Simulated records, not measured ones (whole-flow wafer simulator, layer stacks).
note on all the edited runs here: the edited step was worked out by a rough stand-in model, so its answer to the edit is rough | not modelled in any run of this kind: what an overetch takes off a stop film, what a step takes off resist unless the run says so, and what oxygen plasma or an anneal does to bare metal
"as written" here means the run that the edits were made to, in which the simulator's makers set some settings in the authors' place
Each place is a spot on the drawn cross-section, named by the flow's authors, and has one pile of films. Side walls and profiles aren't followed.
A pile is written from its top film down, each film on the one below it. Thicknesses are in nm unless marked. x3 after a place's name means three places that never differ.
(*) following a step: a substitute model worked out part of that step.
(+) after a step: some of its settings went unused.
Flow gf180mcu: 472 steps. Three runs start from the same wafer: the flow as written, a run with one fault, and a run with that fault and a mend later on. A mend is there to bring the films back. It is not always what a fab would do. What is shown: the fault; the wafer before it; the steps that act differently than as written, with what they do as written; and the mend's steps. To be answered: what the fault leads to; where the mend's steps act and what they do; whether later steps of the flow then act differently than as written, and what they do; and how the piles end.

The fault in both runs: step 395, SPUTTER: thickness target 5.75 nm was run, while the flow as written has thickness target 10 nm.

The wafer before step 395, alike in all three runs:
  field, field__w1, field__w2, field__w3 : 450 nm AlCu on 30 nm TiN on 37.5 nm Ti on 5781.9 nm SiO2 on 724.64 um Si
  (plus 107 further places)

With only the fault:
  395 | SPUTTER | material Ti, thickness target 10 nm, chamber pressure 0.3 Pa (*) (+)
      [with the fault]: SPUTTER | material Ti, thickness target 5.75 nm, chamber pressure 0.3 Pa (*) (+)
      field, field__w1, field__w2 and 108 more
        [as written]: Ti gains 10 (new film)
        [with the fault]: Ti gains 5.75 (new film)
  Later steps of the flow acting differently than as written (not shown: 2 more steps that differ only slightly, by at most 2% or 0.5 nm, whichever is larger):
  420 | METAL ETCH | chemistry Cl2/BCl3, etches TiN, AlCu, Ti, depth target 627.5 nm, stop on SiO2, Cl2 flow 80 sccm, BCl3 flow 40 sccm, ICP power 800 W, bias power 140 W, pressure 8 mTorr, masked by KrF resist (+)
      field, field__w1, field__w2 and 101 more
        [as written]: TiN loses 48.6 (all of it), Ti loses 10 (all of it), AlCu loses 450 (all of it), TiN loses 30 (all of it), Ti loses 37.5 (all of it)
        [with the fault]: TiN loses 48.6 (all of it), Ti loses 5.75 (all of it), AlCu loses 450 (all of it), TiN loses 30 (all of it), Ti loses 37.5 (all of it)
  The piles end different from the flow's at field__w4, field__w8, contact, m1, m1__w1, mim, mim_1p0, m1_nw by more than 2% or 0.5 nm, whichever is larger.
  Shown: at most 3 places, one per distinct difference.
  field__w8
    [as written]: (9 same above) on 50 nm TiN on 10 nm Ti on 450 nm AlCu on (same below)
    [with the fault]: (9 same above) on 50 nm TiN on 5.75 nm Ti on 450 nm AlCu on (same below)
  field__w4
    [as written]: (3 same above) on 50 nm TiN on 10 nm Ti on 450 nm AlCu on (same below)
    [with the fault]: (3 same above) on 50 nm TiN on 5.75 nm Ti on 450 nm AlCu on (same below)
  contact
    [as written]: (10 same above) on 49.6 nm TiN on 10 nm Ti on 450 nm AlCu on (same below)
    [with the fault]: (10 same above) on 49.6 nm TiN on 5.75 nm Ti on 450 nm AlCu on (same below)

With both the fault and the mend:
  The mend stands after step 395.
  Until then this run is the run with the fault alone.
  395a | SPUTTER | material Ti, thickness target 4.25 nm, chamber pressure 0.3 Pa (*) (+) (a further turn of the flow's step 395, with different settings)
      field, field__w1, field__w2 and 108 more
        Ti gains 4.25
  None of the later steps of the flow acts differently than as written at any place that is followed.
  At every place that both follow, the piles at the end match the flow's.
